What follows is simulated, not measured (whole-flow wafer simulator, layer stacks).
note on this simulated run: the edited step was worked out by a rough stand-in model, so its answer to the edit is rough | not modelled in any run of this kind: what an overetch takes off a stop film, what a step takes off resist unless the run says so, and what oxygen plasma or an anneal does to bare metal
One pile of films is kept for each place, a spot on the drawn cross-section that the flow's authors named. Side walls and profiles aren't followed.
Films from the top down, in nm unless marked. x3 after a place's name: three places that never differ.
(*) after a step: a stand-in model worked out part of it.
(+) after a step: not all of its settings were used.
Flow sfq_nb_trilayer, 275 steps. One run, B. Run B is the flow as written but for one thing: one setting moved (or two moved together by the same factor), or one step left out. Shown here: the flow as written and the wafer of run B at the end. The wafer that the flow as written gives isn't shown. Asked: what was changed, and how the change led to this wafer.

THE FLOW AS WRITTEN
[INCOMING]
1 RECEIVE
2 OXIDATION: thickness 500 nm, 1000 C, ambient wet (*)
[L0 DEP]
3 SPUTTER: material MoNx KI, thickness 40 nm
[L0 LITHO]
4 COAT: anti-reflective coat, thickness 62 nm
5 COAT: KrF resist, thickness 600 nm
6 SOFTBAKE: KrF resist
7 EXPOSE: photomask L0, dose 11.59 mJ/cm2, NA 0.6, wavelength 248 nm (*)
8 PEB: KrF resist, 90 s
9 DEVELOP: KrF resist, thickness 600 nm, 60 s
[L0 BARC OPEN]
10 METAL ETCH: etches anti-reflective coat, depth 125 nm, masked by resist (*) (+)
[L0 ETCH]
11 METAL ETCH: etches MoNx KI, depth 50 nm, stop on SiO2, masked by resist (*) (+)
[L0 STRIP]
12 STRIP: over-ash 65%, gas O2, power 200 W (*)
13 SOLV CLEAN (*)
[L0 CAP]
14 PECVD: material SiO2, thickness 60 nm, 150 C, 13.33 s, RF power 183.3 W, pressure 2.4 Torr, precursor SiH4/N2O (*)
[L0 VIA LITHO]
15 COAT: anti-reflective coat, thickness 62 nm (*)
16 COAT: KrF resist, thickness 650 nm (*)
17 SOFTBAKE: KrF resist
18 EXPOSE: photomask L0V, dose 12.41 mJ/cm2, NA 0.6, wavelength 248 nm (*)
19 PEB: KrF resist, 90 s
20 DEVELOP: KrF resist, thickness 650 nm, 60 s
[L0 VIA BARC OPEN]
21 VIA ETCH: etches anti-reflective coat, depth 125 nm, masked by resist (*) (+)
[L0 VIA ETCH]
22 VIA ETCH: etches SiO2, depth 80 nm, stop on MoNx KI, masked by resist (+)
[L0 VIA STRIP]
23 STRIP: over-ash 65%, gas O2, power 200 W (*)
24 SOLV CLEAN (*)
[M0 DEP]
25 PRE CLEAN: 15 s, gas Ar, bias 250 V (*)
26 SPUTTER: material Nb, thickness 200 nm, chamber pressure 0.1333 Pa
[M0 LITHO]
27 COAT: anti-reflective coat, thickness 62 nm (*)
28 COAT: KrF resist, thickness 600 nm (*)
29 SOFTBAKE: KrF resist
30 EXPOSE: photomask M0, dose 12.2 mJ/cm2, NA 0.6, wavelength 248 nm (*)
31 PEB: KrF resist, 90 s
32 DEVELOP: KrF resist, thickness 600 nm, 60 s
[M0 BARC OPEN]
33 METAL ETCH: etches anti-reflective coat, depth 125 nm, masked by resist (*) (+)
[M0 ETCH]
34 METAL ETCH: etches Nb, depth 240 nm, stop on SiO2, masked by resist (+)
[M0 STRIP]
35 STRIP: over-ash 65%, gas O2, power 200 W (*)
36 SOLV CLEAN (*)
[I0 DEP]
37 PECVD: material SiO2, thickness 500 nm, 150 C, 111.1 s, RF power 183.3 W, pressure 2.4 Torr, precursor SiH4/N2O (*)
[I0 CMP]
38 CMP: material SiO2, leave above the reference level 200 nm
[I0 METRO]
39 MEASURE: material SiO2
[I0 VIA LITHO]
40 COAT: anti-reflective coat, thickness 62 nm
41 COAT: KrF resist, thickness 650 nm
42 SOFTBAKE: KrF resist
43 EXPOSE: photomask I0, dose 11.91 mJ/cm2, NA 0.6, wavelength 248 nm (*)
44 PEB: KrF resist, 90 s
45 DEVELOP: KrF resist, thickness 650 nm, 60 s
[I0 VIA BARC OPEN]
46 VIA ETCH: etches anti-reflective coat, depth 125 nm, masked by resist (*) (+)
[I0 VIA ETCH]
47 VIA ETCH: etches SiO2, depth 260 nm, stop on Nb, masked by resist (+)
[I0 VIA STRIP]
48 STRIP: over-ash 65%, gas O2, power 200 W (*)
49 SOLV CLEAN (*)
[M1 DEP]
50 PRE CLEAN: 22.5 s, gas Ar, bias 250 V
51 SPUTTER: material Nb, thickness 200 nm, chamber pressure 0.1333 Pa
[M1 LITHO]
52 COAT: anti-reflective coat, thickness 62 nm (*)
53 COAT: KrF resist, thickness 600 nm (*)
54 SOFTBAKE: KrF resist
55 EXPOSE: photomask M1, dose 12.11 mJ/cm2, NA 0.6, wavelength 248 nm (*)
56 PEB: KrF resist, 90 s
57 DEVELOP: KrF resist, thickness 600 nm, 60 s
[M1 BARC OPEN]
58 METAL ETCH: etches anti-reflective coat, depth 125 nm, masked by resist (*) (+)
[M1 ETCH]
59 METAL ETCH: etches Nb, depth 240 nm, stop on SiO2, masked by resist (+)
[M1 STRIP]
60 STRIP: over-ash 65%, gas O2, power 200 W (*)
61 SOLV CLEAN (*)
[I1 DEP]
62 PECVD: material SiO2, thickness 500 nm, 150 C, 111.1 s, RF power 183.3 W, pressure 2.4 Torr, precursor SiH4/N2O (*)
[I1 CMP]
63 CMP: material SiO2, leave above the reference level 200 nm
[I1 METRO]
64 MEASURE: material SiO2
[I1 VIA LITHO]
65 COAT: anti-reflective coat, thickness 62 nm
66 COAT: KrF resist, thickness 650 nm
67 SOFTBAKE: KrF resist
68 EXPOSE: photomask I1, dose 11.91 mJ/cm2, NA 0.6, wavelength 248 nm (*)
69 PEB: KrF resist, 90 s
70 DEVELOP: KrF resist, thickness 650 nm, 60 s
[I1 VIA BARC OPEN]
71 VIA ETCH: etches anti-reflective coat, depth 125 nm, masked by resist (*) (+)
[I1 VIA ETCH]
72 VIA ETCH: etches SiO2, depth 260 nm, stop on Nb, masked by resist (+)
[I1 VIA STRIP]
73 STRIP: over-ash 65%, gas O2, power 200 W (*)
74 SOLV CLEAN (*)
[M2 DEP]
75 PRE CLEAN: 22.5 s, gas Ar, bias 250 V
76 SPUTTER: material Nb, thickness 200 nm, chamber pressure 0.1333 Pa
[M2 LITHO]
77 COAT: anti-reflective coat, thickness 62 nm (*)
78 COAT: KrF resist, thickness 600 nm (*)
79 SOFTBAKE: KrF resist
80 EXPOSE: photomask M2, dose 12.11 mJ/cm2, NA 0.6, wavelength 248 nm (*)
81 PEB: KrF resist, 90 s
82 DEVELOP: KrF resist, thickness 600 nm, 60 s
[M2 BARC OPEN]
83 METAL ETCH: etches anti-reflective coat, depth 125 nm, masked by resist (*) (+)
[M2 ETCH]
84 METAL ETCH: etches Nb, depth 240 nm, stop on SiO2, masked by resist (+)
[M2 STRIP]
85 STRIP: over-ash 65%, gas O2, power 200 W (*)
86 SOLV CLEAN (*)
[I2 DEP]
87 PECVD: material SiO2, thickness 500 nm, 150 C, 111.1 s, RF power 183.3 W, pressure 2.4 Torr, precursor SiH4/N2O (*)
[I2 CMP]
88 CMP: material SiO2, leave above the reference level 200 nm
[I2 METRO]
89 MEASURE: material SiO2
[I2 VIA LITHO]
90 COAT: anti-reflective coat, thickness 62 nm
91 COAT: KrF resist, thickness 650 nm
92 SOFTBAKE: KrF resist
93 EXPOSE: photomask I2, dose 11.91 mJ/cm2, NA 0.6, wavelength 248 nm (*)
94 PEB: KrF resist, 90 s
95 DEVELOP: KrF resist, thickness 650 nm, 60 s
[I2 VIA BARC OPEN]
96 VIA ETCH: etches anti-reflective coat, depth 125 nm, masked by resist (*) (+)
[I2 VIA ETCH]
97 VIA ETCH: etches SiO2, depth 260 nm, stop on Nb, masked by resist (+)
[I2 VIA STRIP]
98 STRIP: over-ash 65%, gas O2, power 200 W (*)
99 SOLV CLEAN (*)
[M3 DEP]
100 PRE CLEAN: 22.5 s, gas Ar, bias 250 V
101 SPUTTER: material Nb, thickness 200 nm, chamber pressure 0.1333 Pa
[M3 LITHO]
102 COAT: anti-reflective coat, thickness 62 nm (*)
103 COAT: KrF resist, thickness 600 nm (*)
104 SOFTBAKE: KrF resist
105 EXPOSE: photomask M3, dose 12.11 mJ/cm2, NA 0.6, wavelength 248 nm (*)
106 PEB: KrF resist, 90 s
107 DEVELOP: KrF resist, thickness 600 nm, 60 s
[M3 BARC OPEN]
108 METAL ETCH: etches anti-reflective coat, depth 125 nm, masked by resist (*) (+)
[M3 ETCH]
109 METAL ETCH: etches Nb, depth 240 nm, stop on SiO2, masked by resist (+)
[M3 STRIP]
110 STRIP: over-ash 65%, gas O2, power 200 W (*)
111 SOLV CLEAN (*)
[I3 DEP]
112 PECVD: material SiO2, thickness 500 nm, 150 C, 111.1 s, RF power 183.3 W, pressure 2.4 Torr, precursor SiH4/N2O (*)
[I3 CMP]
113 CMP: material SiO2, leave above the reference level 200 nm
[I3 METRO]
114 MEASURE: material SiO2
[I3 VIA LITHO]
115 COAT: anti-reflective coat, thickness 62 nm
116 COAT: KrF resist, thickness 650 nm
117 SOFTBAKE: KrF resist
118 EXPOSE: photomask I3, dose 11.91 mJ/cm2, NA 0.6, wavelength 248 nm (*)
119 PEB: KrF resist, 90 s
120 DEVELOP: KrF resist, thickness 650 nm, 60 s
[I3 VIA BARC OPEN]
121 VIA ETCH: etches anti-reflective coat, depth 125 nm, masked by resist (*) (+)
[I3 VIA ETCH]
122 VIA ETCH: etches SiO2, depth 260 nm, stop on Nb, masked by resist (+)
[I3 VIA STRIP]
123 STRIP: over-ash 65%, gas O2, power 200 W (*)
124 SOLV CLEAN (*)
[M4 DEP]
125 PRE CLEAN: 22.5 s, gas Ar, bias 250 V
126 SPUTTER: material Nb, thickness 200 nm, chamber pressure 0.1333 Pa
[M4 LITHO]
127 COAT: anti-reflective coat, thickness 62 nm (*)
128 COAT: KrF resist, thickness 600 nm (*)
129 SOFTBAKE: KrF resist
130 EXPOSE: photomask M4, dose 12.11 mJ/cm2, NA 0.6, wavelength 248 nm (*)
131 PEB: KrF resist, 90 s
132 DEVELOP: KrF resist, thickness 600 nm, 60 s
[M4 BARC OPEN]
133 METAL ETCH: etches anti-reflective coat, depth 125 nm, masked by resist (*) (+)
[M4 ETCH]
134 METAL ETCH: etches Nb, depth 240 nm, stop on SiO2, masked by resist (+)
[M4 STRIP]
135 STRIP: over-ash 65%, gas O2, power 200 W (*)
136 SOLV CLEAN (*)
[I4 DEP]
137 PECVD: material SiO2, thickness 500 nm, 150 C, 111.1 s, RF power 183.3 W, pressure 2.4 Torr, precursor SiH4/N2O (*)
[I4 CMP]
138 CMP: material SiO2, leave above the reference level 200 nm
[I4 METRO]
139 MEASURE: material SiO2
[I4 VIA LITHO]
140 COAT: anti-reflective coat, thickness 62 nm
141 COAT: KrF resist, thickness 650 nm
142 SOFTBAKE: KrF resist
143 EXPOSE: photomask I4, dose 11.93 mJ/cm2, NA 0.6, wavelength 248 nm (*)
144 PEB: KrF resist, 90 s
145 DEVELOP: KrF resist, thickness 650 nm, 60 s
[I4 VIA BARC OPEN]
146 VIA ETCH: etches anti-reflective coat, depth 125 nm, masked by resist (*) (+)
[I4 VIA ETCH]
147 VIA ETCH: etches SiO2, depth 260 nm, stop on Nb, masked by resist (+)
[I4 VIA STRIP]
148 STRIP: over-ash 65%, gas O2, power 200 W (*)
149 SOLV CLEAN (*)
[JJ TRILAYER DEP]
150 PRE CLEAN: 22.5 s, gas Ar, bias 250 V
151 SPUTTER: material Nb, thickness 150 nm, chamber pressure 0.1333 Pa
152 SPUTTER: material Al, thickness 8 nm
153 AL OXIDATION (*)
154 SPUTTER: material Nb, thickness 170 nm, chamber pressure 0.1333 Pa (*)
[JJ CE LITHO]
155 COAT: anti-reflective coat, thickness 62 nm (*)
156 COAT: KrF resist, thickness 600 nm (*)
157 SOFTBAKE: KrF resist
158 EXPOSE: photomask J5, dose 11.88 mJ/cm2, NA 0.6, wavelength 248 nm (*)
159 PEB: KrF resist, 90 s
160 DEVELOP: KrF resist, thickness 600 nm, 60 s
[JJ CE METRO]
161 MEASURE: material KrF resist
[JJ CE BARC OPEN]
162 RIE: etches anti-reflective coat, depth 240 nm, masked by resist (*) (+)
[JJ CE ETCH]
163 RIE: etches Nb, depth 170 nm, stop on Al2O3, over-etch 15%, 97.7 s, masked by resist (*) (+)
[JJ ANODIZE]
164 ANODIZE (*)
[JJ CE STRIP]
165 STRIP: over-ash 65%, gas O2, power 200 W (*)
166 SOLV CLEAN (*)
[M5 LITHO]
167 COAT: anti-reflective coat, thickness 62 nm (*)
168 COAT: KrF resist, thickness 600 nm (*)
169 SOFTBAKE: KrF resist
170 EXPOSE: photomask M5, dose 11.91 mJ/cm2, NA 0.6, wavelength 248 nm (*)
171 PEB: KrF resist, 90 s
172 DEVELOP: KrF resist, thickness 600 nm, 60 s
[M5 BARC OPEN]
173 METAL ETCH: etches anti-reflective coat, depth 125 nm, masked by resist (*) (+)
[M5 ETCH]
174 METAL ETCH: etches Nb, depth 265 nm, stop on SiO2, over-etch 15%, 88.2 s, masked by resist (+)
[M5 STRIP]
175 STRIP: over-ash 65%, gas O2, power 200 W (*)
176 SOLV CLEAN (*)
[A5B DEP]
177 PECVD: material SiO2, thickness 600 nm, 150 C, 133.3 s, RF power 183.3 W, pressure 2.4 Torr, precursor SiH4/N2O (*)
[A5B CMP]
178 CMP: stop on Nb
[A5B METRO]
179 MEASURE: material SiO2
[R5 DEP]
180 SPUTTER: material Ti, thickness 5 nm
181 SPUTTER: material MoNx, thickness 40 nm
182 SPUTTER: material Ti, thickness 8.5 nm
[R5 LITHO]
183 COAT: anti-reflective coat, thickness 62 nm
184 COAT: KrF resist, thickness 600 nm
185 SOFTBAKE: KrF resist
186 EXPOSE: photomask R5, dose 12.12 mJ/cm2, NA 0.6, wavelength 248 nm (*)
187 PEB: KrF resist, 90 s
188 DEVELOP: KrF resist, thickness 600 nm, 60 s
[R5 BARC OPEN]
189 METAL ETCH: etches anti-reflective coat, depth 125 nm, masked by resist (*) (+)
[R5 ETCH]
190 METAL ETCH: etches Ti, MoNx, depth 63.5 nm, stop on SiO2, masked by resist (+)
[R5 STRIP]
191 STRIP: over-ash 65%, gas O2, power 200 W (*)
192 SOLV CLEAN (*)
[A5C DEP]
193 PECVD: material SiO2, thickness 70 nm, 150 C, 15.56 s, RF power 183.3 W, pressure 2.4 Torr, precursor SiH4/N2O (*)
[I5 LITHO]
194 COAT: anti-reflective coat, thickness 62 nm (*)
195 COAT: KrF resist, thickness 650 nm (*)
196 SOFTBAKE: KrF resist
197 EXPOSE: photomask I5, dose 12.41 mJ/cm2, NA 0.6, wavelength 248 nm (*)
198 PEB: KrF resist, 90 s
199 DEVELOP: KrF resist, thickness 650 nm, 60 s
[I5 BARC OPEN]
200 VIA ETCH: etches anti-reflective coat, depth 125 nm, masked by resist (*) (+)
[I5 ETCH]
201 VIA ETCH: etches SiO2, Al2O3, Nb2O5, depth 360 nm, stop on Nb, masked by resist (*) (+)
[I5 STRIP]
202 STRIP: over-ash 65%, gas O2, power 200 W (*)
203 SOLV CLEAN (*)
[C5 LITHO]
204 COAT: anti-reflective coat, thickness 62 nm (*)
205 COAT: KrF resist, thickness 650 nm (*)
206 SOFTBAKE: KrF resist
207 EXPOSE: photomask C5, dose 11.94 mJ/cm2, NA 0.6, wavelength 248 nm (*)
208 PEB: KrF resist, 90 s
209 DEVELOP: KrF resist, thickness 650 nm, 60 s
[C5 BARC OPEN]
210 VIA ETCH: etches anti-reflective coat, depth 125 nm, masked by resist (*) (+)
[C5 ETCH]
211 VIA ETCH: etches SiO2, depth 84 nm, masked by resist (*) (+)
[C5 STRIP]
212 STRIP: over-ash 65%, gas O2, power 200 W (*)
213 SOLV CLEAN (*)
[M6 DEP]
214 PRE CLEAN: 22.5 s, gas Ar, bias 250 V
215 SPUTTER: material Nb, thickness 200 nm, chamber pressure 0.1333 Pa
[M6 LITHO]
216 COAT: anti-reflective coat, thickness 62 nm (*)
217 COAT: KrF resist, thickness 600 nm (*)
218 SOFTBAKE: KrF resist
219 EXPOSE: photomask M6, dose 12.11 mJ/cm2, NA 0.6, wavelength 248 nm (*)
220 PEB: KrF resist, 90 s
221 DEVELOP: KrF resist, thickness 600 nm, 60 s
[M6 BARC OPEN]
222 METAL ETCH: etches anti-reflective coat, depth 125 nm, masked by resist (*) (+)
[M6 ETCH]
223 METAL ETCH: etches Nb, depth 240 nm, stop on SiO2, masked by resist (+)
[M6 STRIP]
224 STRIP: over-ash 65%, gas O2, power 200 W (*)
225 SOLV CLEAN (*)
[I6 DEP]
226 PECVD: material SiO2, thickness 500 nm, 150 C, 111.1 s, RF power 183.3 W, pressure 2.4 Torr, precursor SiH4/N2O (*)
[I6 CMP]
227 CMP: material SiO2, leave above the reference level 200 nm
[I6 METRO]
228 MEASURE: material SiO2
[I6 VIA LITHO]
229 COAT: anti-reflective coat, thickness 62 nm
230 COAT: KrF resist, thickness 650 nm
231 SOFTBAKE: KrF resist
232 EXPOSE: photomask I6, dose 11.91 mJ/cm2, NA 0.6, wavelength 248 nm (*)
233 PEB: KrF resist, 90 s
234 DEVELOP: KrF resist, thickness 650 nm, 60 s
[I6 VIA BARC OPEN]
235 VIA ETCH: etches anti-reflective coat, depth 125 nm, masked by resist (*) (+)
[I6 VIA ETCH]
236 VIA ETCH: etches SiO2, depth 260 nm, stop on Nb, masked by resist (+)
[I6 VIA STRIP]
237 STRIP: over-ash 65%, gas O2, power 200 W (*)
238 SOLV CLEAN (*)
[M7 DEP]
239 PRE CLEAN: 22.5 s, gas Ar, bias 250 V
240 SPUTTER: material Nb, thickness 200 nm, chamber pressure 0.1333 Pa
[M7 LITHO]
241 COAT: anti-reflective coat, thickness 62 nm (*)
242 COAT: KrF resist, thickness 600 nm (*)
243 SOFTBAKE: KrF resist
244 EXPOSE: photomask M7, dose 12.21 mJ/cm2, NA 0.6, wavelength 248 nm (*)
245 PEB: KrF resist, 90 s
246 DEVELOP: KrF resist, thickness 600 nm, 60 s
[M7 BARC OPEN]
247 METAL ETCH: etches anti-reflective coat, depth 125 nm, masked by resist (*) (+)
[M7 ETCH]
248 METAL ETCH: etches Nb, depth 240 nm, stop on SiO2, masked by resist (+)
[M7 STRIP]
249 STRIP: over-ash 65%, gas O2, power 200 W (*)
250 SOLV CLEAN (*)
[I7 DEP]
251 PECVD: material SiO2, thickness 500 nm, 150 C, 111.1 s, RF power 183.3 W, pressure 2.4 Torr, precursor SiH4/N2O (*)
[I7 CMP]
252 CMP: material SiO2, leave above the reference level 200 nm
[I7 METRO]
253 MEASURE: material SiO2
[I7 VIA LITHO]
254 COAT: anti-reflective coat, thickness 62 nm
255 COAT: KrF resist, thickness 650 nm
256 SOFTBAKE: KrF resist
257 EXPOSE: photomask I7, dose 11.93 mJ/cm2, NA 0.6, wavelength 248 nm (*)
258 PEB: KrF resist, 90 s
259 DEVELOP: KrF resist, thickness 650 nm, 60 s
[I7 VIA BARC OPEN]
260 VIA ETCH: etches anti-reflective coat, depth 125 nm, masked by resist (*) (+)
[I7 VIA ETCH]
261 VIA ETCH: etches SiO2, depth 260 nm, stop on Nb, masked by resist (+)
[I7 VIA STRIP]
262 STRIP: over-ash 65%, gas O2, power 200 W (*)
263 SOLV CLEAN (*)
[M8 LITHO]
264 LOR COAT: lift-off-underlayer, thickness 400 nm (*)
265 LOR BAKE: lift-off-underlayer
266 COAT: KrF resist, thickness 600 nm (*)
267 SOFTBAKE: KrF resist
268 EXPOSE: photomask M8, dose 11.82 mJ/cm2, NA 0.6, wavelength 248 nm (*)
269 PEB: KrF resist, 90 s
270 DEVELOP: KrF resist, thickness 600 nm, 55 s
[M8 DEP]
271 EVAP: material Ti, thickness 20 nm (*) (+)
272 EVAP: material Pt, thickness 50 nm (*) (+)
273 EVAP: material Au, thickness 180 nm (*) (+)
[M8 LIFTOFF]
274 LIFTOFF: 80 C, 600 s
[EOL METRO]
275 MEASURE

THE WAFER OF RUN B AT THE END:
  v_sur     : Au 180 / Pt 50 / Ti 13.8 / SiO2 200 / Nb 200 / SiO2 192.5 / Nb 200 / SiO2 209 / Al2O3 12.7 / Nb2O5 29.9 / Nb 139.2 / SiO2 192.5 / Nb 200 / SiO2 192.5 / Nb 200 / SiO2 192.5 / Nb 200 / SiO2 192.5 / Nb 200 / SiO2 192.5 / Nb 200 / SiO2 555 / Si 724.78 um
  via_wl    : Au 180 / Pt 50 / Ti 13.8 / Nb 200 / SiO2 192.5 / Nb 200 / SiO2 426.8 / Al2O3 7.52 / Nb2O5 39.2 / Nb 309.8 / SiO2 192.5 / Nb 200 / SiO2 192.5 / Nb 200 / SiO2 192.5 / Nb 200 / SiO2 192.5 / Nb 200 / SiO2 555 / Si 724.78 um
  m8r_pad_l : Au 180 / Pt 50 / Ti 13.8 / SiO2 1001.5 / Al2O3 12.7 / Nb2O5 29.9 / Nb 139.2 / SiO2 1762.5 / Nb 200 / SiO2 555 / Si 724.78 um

The cause: step 271, EVAP: thickness 13.8 nm was run, where the flow has thickness 20 nm.
It can be read off the wafer: v_sur has Ti 13.8, and step 271 as written asks for 20 nm.

How the change led to this, step by step:
  271 EVAP: material Ti, thickness 20 nm (*) (+)
      field_l, v_sur, via_wl and 103 more: Ti +13.8 (new film) (as written it would be: Ti +20 (new film))
  274 LIFTOFF: 80 C, 600 s
      p4_fl, p4_fm, p4_w1 and 71 more: Au -180 (all of it), Pt -50 (all of it), Ti -13.8 (all of it), KrF resist -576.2 (all of it), lift-off-underlayer -400 (all of it) (as written it would be: Au -180 (all of it), Pt -50 (all of it), Ti -20 (all of it), KrF resist -576.2 (all of it), lift-off-underlayer -400 (all of it))
      c5j, ce_r: Au -180 (all of it), Pt -50 (all of it), Ti -13.8 (all of it), KrF resist -573.3 (all of it), lift-off-underlayer -399.3 (all of it) (as written it would be: Au -180 (all of it), Pt -50 (all of it), Ti -20 (all of it), KrF resist -573.3 (all of it), lift-off-underlayer -399.3 (all of it))
      (and at 19 more places)
